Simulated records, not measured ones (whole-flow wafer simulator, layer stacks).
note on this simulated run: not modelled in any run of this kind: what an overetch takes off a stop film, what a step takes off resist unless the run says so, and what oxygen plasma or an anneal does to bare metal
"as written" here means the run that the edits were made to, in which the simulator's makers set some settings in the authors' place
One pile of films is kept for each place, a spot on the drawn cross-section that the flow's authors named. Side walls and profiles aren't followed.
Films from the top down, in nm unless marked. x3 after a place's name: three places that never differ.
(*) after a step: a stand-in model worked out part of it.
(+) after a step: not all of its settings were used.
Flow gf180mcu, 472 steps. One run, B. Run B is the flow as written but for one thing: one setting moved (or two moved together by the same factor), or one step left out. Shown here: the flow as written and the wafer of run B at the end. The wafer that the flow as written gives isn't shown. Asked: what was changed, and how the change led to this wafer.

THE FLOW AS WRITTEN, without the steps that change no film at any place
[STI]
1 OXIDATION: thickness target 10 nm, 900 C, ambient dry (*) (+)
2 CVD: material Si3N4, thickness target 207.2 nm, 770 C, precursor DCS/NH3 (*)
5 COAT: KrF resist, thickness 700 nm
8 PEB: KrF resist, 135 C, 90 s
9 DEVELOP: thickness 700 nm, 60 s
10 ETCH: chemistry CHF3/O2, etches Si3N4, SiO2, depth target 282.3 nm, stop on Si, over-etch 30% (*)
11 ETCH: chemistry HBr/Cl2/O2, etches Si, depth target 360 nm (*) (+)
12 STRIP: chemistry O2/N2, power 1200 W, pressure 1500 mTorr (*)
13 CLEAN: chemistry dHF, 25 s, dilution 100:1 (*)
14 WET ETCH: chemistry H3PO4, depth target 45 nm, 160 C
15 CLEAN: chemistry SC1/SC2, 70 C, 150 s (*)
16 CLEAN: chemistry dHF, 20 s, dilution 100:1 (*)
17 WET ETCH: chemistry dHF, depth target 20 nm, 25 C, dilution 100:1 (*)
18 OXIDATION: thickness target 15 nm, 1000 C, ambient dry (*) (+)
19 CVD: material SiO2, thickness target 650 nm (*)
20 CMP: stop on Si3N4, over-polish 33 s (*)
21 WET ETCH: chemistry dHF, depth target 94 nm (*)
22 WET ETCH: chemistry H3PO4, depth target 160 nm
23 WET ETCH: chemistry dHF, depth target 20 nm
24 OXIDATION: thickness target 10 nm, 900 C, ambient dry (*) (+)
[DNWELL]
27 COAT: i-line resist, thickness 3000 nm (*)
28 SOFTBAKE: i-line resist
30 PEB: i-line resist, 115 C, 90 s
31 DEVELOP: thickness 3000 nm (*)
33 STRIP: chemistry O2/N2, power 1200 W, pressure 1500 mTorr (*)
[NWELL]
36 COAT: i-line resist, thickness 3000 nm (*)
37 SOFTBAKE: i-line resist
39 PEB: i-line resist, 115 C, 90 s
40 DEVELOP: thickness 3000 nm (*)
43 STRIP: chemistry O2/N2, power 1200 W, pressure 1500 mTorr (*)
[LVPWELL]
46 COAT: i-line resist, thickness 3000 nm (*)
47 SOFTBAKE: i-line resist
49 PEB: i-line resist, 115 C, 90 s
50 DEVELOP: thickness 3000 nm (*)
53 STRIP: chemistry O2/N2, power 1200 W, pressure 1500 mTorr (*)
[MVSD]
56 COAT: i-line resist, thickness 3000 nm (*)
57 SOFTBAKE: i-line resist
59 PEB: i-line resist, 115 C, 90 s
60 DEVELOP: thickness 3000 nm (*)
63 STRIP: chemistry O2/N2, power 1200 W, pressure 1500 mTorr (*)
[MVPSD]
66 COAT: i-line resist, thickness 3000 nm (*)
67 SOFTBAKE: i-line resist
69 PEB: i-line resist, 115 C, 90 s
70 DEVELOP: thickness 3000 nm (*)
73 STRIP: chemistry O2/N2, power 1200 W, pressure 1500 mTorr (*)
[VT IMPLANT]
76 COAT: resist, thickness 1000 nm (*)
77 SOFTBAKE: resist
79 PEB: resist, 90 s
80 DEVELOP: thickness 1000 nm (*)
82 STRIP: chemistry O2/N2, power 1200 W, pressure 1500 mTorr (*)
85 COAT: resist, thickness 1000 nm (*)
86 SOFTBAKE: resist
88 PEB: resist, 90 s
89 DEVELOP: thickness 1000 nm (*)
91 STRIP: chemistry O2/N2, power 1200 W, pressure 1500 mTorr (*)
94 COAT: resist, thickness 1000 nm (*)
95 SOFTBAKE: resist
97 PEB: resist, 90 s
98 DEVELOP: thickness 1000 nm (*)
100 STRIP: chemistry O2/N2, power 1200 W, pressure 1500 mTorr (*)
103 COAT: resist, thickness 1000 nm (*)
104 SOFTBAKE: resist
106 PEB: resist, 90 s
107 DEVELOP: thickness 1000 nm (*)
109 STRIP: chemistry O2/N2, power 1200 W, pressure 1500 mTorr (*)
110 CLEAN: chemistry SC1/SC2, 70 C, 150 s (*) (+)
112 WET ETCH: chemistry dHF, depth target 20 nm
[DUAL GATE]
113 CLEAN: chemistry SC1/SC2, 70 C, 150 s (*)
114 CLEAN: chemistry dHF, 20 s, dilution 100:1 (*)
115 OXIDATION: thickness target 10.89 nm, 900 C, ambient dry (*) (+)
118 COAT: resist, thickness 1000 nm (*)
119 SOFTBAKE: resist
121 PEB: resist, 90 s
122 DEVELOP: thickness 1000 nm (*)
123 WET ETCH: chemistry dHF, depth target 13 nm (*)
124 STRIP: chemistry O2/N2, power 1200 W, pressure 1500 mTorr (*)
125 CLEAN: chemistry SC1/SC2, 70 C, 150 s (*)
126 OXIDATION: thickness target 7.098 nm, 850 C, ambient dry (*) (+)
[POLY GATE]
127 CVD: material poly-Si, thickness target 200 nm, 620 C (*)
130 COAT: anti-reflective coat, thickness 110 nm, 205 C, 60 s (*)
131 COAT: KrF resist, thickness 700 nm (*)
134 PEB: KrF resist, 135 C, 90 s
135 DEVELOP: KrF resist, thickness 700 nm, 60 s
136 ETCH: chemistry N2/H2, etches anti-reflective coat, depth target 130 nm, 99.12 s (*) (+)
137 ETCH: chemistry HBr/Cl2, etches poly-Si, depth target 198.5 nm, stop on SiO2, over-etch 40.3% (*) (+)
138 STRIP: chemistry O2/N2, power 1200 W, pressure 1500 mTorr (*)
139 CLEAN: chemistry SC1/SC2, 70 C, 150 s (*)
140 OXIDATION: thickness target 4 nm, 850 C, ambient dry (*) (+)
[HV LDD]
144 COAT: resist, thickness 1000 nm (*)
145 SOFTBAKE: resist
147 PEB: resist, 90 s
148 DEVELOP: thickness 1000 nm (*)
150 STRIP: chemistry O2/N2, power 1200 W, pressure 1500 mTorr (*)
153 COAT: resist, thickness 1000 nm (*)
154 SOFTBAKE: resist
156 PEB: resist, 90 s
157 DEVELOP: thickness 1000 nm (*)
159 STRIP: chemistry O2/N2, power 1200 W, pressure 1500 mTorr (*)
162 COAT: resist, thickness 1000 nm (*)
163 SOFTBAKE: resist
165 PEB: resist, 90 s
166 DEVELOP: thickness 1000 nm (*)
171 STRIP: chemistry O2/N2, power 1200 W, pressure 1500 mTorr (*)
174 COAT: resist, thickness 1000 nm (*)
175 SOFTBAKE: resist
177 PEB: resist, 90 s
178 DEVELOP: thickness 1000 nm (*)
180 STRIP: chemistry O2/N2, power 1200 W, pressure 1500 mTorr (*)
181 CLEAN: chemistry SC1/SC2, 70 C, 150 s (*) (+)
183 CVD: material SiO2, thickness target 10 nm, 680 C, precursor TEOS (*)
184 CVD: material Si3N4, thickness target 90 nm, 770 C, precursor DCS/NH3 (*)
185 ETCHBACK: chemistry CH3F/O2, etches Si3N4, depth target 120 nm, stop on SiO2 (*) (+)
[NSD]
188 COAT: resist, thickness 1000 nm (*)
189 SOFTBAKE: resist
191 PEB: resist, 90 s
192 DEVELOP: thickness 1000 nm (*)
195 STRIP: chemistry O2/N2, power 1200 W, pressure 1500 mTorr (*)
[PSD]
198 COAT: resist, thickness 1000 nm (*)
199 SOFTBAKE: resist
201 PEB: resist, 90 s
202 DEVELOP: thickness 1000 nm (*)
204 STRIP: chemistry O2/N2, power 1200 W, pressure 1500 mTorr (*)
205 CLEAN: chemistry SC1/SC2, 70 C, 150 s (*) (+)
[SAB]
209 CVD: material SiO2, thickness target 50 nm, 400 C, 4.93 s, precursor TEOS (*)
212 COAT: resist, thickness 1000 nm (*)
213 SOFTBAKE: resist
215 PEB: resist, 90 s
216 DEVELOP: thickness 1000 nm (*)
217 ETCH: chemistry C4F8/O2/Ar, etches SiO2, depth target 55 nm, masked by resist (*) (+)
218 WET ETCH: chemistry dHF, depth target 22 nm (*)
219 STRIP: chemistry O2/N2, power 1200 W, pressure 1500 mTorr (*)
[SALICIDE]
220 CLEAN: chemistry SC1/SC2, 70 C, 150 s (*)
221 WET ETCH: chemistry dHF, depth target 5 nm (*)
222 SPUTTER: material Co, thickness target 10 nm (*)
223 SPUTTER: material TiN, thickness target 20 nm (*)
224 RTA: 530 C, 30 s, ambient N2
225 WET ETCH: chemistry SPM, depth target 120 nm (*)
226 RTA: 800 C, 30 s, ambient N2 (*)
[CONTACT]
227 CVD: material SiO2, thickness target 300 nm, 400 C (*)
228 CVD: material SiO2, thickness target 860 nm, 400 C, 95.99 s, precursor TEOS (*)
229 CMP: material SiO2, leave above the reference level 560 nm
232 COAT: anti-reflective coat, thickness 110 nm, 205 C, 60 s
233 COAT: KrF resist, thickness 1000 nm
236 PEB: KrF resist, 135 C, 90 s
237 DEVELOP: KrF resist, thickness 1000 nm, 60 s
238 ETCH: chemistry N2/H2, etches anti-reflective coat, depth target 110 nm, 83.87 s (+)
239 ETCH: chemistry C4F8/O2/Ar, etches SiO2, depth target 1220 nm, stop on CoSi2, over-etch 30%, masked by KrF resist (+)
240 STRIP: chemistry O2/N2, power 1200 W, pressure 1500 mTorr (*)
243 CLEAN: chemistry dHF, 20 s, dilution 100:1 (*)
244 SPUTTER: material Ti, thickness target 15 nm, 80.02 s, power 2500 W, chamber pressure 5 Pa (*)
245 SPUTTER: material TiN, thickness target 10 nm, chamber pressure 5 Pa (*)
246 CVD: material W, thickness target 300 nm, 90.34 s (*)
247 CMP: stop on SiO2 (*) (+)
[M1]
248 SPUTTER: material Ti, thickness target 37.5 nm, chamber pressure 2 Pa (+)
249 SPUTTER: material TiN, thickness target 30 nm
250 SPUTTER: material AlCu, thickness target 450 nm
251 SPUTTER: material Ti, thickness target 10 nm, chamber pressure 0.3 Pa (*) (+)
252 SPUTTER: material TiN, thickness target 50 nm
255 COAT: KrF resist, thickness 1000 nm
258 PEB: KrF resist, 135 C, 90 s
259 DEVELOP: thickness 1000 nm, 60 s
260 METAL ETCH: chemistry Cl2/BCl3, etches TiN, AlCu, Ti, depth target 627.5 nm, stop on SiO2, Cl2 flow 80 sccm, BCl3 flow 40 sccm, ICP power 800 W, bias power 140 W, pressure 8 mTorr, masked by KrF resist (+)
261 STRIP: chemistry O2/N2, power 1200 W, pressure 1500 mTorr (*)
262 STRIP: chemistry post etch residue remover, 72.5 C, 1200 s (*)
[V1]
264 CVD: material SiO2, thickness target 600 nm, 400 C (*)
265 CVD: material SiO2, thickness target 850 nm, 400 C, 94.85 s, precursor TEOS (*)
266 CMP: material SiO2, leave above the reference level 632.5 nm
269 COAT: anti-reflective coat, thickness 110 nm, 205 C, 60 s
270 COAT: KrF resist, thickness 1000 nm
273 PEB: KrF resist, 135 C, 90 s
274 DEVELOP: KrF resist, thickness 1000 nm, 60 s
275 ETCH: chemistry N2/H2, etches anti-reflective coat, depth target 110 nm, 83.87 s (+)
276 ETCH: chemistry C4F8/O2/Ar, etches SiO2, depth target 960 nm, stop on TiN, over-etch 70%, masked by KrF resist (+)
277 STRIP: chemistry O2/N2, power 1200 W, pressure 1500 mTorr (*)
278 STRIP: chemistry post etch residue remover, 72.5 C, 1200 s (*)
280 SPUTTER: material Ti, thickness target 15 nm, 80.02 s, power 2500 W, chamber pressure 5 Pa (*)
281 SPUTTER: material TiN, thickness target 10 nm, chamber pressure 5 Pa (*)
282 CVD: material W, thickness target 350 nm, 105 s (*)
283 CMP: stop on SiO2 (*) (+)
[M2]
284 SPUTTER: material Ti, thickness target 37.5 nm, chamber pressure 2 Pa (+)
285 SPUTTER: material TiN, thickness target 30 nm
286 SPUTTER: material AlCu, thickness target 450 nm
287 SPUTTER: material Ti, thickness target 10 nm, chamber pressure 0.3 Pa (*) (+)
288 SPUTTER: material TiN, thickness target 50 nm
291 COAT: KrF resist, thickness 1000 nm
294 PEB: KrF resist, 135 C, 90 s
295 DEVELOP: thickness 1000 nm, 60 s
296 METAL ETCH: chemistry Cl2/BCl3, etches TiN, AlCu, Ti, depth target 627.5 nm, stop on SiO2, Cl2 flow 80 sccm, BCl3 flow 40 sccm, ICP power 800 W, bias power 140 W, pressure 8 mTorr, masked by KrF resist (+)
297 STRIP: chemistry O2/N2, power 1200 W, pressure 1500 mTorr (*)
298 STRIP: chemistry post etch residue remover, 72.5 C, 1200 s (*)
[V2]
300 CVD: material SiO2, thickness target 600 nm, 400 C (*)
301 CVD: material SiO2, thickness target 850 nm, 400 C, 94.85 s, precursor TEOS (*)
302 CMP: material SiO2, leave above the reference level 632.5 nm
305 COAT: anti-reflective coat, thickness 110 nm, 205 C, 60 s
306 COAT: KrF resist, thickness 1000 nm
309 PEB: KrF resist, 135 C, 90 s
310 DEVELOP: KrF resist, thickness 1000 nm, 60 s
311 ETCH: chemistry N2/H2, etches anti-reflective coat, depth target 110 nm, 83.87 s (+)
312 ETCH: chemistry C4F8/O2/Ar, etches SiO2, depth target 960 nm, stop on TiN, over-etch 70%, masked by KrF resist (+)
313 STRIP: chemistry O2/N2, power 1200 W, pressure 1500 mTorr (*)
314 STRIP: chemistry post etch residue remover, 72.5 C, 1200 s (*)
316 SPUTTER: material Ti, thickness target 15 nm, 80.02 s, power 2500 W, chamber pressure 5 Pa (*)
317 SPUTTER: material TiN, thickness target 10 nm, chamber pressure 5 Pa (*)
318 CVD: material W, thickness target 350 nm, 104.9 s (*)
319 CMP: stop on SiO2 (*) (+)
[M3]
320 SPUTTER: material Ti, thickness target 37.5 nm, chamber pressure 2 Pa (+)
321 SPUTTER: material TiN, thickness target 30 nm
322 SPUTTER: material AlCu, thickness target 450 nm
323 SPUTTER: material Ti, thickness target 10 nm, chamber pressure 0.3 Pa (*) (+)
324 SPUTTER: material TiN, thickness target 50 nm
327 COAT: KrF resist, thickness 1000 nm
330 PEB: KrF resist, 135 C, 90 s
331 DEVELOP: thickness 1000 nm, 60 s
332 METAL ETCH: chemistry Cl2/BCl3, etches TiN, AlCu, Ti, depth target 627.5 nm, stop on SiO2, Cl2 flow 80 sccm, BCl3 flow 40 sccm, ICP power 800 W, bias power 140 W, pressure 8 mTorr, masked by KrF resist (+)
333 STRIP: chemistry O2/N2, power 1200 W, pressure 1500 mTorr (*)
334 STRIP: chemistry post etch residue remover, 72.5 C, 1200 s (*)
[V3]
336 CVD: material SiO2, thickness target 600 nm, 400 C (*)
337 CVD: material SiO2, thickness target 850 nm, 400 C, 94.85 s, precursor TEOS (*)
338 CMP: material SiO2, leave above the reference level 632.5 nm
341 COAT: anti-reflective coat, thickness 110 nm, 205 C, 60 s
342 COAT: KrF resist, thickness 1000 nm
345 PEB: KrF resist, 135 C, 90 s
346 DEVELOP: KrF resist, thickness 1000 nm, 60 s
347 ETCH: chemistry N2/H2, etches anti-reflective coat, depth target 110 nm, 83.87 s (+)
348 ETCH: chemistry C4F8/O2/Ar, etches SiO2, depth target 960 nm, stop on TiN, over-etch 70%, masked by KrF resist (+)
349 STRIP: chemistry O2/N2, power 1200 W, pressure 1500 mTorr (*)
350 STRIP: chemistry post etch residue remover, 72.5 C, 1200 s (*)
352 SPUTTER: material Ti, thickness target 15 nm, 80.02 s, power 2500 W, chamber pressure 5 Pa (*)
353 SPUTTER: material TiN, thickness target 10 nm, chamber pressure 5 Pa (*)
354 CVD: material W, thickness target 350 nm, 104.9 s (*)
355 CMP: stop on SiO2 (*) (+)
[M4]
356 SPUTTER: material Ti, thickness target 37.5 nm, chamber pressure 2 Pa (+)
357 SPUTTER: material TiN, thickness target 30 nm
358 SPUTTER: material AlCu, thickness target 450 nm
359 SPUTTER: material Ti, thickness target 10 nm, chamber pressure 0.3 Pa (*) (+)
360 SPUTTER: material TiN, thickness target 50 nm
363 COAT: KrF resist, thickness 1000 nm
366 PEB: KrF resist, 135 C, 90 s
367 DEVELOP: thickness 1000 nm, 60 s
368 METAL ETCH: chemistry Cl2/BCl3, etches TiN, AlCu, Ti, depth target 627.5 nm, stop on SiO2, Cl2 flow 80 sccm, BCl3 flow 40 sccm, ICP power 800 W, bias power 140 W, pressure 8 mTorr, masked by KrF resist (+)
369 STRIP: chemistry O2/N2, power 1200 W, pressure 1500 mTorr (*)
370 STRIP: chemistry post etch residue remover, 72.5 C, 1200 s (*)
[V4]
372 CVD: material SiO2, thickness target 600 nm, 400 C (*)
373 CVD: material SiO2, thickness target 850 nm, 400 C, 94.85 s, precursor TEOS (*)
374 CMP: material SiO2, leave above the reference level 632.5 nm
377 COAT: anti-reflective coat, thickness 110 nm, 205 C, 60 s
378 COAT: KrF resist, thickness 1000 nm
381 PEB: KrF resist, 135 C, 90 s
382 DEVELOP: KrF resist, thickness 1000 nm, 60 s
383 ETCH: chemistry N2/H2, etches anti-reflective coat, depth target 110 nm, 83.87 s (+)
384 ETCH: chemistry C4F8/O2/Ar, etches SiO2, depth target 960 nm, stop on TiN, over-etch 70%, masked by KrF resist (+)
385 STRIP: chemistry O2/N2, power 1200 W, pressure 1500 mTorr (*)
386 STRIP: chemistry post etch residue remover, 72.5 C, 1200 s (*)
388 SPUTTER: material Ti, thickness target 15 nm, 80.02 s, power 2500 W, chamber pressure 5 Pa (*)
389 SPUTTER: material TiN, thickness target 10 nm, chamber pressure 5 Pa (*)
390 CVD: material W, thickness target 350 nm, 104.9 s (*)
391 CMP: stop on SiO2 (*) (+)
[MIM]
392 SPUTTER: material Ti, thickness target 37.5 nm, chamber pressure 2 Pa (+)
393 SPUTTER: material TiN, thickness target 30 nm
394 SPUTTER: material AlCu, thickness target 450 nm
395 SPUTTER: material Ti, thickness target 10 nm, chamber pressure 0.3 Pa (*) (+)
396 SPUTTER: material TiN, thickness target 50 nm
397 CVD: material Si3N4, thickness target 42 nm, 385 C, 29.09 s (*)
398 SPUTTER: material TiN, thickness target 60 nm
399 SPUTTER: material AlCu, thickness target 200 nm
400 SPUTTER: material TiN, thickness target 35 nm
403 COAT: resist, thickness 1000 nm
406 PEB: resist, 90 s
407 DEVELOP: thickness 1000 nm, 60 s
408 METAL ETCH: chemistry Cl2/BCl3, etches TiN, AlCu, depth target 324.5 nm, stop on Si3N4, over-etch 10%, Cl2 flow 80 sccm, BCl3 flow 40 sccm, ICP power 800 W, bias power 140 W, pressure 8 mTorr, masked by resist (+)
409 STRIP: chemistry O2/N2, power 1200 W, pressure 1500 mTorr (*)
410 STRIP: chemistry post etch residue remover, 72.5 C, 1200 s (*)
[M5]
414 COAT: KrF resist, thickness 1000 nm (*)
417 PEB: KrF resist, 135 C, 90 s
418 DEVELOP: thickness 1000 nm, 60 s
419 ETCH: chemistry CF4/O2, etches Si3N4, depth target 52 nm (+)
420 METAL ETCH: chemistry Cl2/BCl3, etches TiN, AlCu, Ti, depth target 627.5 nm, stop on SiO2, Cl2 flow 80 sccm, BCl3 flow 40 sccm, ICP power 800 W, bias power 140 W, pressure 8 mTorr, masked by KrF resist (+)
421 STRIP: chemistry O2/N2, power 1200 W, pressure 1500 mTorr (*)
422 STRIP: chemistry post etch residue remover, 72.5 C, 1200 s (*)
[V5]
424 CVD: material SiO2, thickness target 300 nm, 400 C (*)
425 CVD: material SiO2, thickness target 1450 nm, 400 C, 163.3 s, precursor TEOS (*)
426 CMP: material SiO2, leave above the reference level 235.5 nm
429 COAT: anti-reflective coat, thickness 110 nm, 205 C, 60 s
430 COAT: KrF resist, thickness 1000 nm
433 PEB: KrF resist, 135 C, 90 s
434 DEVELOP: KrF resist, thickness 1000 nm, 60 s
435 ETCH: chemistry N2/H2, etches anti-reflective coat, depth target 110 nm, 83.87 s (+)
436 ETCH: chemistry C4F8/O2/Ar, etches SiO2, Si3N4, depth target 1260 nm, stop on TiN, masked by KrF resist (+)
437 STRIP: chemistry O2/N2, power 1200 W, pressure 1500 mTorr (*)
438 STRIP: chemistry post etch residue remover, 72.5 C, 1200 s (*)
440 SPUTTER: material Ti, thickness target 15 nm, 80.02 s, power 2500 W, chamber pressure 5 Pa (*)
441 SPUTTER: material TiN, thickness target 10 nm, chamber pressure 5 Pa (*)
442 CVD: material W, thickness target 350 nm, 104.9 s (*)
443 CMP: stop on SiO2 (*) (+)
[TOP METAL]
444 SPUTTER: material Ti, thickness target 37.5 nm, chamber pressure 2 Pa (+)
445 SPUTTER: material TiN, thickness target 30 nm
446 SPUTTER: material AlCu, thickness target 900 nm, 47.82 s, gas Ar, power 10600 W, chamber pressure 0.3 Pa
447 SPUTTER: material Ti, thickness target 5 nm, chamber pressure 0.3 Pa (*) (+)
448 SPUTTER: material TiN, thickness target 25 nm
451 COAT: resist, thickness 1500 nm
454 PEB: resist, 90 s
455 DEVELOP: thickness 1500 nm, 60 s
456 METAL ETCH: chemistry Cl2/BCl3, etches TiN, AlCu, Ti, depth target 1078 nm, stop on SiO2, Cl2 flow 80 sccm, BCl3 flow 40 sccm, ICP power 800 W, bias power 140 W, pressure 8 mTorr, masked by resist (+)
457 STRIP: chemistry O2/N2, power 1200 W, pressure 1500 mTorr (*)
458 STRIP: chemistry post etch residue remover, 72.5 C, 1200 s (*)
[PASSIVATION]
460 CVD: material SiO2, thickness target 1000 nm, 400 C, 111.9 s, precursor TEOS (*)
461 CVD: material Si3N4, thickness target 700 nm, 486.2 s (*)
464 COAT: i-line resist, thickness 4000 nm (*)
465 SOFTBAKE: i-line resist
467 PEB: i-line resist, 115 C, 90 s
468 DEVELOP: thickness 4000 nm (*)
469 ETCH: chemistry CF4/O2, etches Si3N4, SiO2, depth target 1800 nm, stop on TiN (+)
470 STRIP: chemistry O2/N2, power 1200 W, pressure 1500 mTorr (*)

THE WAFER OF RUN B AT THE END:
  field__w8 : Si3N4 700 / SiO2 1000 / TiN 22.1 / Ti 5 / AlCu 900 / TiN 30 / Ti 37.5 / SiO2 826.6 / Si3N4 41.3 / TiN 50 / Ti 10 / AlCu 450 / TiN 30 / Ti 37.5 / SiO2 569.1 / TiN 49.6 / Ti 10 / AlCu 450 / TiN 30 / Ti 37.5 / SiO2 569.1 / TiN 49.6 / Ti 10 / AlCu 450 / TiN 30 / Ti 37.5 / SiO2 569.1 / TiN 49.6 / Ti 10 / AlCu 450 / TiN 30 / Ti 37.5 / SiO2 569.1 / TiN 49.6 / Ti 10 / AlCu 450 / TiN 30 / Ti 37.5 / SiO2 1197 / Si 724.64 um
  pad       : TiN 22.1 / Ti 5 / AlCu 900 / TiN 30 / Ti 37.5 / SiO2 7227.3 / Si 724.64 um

The cause: step 448, SPUTTER: thickness target 22.5 nm was run, where the flow has thickness target 25 nm.

How the change led to this, step by step:
  448 SPUTTER: material TiN, thickness target 25 nm
      field, field__w1, field__w2 and 109 more: TiN +22.5 (new film) (as written it would be: TiN +25 (new film))
  456 METAL ETCH: chemistry Cl2/BCl3, etches TiN, AlCu, Ti, depth target 1078 nm, stop on SiO2, Cl2 flow 80 sccm, BCl3 flow 40 sccm, ICP power 800 W, bias power 140 W, pressure 8 mTorr, masked by resist (+)
      field, field__w1, field__w2 and 103 more: TiN -22.5 (all of it), Ti -5 (all of it), AlCu -900 (all of it), TiN -30 (all of it), Ti -37.5 (all of it) (as written it would be: TiN -25 (all of it), Ti -5 (all of it), AlCu -900 (all of it), TiN -30 (all of it), Ti -37.5 (all of it))
